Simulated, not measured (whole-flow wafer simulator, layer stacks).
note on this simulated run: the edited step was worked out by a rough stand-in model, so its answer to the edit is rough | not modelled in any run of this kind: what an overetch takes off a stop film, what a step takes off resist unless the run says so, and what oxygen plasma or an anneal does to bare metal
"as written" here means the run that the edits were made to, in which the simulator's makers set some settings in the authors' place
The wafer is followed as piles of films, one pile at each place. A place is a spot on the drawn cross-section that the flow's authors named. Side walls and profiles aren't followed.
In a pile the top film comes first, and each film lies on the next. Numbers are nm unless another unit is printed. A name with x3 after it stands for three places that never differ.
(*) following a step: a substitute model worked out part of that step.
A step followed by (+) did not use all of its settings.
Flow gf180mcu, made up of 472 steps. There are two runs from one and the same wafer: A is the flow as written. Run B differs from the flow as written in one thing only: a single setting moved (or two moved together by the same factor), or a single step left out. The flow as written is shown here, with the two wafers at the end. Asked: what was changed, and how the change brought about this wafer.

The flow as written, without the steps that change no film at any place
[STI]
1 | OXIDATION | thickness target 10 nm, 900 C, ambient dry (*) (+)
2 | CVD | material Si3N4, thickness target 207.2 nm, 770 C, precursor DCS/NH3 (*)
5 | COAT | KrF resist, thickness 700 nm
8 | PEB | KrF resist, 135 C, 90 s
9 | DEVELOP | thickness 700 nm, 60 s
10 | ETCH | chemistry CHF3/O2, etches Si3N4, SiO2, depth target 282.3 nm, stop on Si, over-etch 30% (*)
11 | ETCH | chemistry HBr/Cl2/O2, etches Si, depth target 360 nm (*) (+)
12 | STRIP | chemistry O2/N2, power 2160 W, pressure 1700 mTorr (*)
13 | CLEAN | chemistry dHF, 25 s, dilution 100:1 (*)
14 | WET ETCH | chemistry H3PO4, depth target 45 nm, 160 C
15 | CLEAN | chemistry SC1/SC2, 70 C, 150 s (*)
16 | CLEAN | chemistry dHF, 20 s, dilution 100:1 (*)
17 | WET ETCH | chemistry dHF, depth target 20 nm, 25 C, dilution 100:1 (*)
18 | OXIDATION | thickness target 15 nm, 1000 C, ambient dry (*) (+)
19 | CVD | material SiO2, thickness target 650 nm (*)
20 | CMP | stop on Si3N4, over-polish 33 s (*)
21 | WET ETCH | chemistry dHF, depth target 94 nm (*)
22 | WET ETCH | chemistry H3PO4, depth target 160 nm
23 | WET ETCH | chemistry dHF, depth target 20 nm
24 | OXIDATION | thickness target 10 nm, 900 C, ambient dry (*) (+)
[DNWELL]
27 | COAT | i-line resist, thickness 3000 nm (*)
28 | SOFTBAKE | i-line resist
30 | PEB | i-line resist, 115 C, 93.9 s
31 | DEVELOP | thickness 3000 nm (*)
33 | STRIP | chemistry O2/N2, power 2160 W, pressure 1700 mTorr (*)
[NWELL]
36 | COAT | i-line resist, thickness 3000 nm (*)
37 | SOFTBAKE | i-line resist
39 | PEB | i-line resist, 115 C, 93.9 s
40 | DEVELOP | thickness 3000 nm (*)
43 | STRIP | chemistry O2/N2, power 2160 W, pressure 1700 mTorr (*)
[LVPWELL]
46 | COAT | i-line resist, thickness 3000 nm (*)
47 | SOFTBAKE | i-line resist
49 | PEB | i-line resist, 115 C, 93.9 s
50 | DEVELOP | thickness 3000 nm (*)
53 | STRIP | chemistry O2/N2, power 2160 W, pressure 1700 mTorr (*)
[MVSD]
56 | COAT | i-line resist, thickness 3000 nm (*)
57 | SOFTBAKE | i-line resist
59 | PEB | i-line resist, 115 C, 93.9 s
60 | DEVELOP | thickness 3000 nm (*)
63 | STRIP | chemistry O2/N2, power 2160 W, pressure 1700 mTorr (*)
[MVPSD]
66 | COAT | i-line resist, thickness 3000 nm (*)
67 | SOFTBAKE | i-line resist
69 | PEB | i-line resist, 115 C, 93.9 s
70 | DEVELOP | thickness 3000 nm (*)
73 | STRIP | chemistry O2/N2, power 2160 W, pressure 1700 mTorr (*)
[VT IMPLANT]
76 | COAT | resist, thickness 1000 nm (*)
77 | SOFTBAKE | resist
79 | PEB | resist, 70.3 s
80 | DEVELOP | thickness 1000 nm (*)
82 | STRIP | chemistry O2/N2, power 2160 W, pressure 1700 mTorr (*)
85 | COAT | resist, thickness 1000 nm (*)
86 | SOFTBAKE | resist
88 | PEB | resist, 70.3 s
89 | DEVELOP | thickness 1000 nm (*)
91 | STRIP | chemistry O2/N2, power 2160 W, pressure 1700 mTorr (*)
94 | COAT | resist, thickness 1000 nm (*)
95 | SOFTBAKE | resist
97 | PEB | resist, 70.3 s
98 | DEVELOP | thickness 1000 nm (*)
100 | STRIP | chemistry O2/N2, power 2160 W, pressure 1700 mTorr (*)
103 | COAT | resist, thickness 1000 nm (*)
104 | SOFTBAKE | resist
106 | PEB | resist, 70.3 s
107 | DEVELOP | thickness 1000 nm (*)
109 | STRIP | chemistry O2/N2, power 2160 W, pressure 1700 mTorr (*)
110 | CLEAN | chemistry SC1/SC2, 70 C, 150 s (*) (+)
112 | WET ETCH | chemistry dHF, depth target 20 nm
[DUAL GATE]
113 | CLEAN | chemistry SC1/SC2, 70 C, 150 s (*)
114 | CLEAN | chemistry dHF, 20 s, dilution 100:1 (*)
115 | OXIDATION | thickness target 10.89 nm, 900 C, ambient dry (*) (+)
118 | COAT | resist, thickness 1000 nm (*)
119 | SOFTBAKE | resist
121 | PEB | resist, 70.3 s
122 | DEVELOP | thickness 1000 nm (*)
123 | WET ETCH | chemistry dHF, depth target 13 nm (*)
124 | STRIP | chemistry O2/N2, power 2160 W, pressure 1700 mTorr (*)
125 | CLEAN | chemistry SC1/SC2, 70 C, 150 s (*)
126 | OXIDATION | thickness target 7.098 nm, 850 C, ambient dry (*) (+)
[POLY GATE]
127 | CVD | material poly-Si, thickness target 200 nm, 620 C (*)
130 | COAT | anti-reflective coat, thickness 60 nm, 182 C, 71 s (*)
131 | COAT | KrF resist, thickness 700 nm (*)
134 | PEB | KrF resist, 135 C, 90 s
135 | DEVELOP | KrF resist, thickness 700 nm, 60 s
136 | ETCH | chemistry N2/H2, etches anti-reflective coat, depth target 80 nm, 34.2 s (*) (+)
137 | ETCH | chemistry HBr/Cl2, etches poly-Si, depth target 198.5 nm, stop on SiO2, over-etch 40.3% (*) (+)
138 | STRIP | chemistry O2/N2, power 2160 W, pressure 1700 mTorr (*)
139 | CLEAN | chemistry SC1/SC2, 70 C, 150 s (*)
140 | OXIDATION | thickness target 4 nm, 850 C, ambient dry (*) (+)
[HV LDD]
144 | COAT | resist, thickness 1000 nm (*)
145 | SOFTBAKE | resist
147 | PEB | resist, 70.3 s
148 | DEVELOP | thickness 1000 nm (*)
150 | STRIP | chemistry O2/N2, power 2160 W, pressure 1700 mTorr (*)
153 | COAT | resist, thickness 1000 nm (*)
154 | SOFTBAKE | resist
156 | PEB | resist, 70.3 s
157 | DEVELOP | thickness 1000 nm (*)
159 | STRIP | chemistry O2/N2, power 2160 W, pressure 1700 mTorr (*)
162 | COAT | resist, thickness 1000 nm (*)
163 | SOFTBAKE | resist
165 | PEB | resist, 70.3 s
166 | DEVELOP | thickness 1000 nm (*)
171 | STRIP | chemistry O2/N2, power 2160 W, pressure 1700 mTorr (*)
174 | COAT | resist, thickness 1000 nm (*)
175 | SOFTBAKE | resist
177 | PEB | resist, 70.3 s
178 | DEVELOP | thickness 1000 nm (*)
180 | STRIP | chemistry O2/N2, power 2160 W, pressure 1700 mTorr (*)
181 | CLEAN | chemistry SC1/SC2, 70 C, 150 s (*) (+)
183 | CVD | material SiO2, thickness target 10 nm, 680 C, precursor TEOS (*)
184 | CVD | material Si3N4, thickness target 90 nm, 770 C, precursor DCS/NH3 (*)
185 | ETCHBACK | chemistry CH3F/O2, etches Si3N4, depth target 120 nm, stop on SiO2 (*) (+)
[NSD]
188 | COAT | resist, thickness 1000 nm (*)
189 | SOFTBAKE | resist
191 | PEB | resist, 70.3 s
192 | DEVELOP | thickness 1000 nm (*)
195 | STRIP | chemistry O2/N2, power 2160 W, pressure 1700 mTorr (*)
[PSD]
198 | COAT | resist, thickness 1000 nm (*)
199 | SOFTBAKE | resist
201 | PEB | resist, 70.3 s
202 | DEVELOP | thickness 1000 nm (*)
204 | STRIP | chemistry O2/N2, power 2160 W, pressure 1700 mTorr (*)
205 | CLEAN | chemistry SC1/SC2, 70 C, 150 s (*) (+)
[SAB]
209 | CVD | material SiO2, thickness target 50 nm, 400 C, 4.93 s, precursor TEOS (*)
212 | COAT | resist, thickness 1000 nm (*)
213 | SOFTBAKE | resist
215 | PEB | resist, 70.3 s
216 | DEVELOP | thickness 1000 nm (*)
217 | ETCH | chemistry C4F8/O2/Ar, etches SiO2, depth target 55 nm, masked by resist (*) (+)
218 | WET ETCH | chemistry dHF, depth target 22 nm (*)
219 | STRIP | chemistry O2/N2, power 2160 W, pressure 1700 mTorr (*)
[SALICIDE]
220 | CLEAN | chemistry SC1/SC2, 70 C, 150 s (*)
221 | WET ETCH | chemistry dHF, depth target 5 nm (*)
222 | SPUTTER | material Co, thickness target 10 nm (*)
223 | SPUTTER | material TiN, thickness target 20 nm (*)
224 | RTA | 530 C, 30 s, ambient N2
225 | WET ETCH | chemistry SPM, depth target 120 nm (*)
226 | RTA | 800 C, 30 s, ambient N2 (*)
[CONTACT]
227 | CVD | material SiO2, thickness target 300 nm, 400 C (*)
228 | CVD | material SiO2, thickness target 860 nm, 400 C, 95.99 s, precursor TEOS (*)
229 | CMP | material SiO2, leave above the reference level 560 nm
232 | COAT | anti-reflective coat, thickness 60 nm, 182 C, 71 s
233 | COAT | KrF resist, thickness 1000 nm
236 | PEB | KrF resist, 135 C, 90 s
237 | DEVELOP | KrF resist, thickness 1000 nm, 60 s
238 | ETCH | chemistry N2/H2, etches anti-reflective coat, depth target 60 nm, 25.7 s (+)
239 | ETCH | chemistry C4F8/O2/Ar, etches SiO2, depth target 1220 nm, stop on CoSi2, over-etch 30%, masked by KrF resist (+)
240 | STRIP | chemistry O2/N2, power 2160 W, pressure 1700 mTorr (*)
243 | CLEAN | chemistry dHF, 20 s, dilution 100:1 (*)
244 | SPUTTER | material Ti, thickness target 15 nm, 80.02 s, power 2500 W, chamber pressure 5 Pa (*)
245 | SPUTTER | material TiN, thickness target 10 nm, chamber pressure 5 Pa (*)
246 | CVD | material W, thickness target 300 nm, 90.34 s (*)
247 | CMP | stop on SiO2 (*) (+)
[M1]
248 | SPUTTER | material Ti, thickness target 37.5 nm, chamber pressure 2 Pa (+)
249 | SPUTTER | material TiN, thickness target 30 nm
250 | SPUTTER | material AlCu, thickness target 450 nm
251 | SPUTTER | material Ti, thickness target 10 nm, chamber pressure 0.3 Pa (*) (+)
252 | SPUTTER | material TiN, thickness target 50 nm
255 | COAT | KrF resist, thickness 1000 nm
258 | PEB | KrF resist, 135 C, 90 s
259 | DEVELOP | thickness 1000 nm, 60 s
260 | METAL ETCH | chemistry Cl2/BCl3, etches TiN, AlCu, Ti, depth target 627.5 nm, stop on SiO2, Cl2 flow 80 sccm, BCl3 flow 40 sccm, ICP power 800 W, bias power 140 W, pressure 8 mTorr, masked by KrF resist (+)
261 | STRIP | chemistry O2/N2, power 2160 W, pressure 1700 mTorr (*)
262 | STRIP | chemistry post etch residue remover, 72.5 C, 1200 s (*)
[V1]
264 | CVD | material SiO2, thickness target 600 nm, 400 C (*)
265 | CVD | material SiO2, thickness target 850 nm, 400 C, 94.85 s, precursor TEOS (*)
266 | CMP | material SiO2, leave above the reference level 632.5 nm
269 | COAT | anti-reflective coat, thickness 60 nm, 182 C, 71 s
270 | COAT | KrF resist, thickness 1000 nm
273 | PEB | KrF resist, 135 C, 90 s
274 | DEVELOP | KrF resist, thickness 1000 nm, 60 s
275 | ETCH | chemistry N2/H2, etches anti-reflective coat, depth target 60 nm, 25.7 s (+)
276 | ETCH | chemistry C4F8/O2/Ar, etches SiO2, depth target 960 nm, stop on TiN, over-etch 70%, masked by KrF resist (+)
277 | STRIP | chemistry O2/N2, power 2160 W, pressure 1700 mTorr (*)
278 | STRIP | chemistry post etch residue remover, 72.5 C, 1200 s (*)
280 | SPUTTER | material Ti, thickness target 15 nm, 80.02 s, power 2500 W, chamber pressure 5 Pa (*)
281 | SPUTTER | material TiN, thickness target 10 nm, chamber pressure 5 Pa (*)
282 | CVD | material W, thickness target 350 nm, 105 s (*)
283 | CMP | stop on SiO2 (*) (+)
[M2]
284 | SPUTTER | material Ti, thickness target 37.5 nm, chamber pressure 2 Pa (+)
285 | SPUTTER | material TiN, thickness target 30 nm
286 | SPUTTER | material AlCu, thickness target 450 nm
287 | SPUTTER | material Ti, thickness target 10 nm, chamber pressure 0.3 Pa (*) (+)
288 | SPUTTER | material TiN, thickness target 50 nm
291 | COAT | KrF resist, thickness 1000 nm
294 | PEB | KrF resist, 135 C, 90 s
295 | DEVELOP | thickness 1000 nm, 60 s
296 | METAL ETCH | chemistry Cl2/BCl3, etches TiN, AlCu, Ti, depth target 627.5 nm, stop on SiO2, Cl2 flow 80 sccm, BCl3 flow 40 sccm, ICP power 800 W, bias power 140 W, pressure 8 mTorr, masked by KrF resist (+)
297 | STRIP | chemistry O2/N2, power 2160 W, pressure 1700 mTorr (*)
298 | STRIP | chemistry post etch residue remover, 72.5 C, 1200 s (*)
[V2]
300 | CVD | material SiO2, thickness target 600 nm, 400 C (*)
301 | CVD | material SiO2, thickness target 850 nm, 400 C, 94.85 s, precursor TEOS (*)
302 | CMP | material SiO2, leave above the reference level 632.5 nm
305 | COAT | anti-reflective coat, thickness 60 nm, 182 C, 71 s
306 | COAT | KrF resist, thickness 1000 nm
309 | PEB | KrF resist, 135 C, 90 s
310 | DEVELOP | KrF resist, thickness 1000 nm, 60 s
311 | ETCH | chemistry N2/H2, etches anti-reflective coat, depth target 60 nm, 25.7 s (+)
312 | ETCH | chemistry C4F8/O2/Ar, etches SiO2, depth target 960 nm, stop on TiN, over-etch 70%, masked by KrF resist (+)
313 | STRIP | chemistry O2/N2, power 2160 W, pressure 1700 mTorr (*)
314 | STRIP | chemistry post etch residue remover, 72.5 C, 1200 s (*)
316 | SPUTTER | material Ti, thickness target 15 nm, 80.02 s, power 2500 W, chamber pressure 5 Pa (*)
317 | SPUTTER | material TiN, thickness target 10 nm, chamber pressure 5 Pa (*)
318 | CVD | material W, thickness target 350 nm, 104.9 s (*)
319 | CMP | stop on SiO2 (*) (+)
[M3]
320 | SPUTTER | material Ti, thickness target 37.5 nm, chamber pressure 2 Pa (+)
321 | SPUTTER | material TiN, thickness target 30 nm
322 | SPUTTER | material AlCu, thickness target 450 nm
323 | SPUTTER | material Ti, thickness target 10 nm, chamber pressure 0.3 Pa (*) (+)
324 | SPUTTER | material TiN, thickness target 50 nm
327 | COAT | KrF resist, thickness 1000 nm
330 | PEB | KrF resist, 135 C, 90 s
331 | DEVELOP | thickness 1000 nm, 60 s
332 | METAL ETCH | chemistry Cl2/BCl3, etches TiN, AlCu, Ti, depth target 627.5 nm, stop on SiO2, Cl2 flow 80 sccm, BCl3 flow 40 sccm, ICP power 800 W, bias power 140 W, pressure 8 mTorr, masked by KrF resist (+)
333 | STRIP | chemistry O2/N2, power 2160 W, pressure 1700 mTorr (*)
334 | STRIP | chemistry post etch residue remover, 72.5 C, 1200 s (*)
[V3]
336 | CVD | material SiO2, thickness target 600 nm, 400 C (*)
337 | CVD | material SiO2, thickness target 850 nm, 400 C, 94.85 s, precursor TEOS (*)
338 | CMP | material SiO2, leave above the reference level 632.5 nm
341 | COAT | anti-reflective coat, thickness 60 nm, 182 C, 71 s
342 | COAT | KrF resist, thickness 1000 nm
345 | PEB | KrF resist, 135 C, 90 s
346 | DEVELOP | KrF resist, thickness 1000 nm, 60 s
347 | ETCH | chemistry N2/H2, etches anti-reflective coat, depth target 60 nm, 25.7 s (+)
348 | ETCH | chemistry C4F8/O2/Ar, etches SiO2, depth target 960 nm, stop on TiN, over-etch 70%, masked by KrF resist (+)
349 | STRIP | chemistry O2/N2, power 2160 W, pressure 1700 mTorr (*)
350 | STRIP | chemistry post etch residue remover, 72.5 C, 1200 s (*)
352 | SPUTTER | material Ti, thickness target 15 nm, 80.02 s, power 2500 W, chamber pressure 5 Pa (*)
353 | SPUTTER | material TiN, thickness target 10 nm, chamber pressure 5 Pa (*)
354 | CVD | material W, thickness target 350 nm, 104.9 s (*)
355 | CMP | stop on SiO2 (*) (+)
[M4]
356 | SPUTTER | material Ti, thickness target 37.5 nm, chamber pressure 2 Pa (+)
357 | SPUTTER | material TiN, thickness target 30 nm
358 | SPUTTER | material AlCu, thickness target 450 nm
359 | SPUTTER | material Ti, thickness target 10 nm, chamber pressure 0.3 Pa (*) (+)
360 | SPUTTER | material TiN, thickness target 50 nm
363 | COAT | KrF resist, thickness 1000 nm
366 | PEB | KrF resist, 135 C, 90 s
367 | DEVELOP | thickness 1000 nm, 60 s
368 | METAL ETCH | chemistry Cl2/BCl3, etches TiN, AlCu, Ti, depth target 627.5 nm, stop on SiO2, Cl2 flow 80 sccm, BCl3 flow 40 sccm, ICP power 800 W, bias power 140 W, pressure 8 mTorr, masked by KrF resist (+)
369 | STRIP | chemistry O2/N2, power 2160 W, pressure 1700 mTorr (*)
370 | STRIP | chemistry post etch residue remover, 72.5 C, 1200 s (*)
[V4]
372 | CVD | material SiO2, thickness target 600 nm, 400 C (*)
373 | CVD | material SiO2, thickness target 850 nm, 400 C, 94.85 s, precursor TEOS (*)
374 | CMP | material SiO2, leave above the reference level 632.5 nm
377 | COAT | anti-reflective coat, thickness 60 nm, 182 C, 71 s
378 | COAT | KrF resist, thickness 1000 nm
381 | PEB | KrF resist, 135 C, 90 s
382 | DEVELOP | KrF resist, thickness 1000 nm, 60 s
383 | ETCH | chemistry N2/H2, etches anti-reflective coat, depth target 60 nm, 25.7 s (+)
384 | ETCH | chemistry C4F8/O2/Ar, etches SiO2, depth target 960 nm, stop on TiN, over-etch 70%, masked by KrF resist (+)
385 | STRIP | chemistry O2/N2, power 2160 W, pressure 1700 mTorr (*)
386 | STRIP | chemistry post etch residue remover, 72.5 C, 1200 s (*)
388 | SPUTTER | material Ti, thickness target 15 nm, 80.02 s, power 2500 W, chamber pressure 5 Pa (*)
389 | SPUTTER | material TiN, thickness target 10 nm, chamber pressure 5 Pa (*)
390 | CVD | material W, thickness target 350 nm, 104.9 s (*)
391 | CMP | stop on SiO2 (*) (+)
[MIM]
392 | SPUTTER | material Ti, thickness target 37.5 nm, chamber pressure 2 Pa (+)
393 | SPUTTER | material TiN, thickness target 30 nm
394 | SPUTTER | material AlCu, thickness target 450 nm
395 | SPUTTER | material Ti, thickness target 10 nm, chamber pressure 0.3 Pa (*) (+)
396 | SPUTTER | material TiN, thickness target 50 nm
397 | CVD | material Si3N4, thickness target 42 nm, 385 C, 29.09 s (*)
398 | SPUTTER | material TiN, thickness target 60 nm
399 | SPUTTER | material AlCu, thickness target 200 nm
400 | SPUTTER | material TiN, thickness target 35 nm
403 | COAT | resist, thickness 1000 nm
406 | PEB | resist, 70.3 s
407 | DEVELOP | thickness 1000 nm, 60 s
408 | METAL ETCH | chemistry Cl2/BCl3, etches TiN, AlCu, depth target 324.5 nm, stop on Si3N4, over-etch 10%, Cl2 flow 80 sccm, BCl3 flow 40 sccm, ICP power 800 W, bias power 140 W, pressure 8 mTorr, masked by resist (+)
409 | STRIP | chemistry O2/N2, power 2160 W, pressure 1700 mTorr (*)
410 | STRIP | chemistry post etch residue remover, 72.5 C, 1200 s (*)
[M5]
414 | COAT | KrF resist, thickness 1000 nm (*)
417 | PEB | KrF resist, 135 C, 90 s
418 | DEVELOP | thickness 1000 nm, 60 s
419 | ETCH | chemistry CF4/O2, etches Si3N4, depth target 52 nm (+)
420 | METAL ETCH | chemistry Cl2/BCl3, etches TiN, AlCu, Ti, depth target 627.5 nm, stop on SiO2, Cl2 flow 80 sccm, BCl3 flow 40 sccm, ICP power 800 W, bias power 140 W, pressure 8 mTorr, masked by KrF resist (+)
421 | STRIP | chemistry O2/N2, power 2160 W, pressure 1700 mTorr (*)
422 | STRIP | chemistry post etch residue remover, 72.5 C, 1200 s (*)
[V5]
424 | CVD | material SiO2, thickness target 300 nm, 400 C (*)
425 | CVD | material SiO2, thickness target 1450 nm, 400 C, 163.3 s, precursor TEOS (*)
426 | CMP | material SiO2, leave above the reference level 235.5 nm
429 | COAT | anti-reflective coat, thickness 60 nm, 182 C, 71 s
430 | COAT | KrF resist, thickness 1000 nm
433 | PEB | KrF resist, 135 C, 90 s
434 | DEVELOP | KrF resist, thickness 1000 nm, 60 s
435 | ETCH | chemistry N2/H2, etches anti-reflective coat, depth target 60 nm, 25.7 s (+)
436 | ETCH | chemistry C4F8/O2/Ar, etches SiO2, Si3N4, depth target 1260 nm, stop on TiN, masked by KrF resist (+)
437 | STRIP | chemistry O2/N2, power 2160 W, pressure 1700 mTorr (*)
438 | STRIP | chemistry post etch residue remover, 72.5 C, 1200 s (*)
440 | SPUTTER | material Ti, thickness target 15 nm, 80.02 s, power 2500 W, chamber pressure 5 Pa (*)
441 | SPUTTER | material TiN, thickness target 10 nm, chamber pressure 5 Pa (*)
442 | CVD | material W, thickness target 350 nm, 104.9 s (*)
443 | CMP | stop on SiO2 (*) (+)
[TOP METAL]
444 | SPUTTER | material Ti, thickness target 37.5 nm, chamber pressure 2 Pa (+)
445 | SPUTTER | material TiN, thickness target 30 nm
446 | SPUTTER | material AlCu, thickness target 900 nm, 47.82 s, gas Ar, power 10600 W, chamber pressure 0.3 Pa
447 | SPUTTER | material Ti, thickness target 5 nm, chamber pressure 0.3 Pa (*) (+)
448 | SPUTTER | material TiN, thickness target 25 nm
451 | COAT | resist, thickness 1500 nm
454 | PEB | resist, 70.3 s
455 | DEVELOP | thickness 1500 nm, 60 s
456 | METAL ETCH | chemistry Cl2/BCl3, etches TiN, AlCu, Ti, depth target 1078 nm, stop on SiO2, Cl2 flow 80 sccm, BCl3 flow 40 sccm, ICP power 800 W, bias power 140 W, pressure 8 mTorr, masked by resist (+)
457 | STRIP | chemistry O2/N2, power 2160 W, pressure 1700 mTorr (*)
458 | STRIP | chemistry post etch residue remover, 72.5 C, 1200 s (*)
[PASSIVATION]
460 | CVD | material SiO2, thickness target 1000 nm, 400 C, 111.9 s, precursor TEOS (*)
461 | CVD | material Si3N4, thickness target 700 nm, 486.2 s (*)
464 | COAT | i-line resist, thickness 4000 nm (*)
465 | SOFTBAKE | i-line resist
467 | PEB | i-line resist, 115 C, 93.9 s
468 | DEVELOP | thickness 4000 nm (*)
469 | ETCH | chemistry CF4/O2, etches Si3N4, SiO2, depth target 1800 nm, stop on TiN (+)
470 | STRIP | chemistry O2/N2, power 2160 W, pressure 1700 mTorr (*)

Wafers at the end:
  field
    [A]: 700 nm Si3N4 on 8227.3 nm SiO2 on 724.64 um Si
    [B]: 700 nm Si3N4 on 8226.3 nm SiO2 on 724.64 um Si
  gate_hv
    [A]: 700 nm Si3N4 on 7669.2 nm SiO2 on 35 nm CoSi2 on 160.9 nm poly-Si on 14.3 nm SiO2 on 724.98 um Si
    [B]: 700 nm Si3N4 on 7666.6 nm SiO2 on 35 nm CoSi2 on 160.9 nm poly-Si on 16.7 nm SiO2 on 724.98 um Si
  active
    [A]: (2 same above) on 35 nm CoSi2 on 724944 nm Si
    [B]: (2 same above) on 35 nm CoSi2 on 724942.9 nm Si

The reason: step 126, OXIDATION: thickness target 9.937 nm was run, whereas the flow has thickness target 7.098 nm.

Step by step, how the change led to this:
  126 | OXIDATION | thickness target 7.098 nm, 850 C, ambient dry (*) (+)
      gate_hv, active_hv, active_nat and 25 more: A SiO2 gains 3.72, Si loses 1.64 | B SiO2 gains 6.15, Si loses 2.71
      active, n_well, p_well and 12 more: A SiO2 gains 7.1 (new film), chemical SiO2 loses 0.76 (all of it), Si loses 2.79 | B SiO2 gains 9.94 (new film), chemical SiO2 loses 0.76 (all of it), Si loses 4.04
  189 | SOFTBAKE | resist
      nw_enc_fld_lv__w3: A resist gains 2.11 | B resist loses 1.59
  199 | SOFTBAKE | resist
      nw_enc_fld_lv__w3: A resist gains 2.11 | B resist loses 1.59
  218 | WET ETCH | chemistry dHF, depth target 22 nm (*)
      active, p_well, sd_n, iso_ptap_pw, iso_ntap_nw, iso_ptap_sub, vpnp_e: A SiO2 loses 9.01 (all of it) | B SiO2 loses 11.7 (all of it)
      ldn_tap, ldn_src, ldn_drn, ldp_tap, ldp_src, ldp_drn, ldp_gr: A SiO2 loses 16 (all of it) | B SiO2 loses 18.3 (all of it)
      (as well as at 9 more places)
